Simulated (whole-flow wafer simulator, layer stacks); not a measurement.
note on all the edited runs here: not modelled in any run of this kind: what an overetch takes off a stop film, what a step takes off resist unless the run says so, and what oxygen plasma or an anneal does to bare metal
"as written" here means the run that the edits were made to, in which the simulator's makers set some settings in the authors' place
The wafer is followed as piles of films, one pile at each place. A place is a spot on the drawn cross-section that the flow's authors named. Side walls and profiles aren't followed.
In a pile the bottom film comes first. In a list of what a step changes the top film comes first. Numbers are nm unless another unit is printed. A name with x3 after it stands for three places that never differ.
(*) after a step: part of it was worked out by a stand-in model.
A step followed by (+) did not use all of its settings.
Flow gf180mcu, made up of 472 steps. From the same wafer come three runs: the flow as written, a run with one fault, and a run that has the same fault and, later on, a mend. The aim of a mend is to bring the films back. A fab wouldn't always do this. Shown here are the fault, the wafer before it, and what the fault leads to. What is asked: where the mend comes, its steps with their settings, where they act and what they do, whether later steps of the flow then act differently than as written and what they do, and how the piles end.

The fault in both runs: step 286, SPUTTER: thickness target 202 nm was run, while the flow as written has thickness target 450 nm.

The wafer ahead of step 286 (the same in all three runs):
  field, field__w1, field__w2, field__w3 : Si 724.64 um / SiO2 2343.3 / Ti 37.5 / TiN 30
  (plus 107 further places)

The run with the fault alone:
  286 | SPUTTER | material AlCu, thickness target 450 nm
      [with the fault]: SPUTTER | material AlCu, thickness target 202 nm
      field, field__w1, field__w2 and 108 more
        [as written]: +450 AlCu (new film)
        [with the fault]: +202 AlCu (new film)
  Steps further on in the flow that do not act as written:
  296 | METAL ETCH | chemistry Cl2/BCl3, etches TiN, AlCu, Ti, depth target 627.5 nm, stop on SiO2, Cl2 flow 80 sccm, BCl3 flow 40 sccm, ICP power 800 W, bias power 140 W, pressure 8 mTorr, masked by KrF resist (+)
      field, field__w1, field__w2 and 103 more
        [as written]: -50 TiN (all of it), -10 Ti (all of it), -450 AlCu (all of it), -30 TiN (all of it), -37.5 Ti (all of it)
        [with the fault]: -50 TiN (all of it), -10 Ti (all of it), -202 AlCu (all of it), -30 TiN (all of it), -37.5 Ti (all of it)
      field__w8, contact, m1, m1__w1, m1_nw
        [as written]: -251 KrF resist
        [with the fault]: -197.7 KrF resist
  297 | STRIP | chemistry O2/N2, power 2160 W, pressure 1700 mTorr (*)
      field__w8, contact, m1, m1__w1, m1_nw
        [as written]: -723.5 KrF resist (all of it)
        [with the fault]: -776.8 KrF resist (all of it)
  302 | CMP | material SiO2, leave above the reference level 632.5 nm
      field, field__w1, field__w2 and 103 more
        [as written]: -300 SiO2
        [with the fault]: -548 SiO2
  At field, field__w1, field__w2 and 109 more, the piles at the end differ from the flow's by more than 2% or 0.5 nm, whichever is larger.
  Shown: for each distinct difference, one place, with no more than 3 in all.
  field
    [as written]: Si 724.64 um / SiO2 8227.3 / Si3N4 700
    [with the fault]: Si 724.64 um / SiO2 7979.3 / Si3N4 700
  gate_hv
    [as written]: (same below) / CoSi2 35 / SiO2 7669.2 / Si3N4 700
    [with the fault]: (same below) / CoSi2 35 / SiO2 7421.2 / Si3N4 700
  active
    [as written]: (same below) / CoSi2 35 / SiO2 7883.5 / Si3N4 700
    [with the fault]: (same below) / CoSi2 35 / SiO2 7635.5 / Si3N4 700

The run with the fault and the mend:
  The mend follows step 286.
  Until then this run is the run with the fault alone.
  286a | SPUTTER | material AlCu, thickness target 248 nm (the flow's step 286 again, with other settings)
      field, field__w1, field__w2 and 108 more
        +248 AlCu
  Every later step of the flow that is run acts as written at every place that is followed.
  By the end, the piles equal the flow's at every place that both follow.
